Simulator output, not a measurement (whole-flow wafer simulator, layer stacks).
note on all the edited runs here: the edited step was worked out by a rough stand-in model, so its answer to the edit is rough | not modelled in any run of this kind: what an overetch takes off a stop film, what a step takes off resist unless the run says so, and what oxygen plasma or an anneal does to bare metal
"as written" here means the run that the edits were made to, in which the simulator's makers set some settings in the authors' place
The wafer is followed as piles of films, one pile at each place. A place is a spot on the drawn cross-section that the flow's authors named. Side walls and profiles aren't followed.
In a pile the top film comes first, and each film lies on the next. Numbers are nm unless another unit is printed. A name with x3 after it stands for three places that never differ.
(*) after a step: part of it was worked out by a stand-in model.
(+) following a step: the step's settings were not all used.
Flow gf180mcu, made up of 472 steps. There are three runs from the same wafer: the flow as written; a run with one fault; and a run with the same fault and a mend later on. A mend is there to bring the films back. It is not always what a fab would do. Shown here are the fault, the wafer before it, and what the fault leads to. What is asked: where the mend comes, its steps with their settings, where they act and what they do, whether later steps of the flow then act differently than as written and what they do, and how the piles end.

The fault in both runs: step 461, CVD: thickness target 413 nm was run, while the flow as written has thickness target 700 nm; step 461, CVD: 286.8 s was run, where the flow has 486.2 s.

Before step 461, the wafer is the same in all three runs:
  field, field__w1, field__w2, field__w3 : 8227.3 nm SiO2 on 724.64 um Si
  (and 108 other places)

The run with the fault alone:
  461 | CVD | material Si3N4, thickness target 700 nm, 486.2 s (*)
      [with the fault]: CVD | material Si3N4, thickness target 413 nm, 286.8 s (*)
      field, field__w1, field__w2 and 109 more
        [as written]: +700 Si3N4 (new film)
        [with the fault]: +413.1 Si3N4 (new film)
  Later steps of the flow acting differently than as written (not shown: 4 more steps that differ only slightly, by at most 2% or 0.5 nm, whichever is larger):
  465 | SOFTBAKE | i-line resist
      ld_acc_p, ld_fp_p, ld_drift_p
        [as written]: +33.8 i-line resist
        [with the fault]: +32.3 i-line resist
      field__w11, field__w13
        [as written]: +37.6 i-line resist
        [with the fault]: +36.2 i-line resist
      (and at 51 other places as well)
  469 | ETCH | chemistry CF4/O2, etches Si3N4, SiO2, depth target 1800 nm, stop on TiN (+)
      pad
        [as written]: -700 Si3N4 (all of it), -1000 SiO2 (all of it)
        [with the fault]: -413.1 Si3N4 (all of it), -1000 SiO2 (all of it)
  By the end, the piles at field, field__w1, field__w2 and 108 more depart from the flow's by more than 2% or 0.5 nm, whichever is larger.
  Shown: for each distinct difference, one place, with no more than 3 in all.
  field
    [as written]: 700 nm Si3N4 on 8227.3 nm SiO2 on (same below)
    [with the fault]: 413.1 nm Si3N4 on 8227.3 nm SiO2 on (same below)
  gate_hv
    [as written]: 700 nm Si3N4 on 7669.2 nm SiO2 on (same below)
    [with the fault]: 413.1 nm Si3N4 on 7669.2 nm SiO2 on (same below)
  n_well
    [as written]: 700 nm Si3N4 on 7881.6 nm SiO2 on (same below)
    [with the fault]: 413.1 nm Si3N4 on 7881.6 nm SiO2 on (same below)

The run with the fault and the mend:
  The mend stands after step 461.
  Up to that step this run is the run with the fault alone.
  461a | CVD | material Si3N4, thickness target 287 nm, 199.3 s (*) (the flow's step 461 again, with other settings)
      field, field__w1, field__w2 and 109 more
        +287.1 Si3N4
  Later steps of the flow that are run all act as written at every place that is followed, up to a difference of at most 2% or 0.5 nm, whichever is larger.
  The piles end only slightly different from the flow's at the places that both follow, by no more than 2% or 0.5 nm, whichever is larger.
